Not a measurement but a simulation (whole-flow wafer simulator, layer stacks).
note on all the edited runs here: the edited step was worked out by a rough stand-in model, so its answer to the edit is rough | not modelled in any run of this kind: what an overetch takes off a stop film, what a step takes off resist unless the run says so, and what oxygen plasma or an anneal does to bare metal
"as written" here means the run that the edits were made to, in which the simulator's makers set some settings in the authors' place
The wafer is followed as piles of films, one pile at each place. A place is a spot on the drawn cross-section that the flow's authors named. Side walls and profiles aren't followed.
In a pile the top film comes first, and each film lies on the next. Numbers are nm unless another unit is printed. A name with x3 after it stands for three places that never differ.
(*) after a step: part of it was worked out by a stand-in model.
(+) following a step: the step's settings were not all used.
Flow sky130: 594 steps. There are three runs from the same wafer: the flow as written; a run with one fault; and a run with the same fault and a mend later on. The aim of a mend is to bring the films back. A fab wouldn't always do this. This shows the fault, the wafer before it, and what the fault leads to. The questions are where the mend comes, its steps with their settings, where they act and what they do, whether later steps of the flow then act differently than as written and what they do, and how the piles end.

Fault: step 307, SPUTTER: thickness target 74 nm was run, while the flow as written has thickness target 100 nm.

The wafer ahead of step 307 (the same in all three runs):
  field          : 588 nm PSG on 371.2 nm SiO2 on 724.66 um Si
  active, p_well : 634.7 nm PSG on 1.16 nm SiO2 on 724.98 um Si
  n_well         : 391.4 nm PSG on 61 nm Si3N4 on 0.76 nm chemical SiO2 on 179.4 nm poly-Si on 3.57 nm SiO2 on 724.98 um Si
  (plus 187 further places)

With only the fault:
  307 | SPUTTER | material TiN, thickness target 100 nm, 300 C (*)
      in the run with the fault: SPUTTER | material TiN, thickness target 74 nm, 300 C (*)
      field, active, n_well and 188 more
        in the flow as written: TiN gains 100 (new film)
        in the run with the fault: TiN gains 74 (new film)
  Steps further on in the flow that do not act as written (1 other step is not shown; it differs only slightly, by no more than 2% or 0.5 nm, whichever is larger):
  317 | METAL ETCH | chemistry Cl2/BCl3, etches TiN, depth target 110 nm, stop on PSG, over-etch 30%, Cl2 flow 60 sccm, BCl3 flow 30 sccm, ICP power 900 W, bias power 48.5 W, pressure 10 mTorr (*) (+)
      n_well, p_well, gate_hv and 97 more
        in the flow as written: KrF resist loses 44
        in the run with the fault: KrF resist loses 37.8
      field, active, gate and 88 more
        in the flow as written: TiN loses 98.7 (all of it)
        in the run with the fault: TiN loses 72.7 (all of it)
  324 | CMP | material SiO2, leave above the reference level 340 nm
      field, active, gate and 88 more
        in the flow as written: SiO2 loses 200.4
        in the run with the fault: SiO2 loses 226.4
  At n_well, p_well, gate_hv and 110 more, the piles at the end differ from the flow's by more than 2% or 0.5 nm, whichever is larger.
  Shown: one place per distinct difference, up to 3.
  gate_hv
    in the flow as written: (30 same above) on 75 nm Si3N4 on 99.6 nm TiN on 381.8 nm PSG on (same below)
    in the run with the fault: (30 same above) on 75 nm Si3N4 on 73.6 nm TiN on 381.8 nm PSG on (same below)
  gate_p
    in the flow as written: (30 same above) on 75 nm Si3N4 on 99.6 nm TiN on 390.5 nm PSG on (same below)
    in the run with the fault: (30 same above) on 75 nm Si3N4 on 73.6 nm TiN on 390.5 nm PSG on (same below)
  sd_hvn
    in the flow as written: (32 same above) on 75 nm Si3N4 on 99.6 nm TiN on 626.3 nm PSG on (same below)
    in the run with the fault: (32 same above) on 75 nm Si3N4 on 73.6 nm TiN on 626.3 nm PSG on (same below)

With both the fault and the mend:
  The mend follows step 307.
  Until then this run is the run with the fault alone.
  307a | SPUTTER | material TiN, thickness target 26 nm, 300 C (*) (a further turn of the flow's step 307, with different settings)
      field, active, n_well and 188 more
        TiN gains 26
  None of the later steps of the flow differs from how it acts as written, at any place that is followed, by more than 2% or 0.5 nm, whichever is larger.
  At every place that both follow, the piles at the end match the flow's.
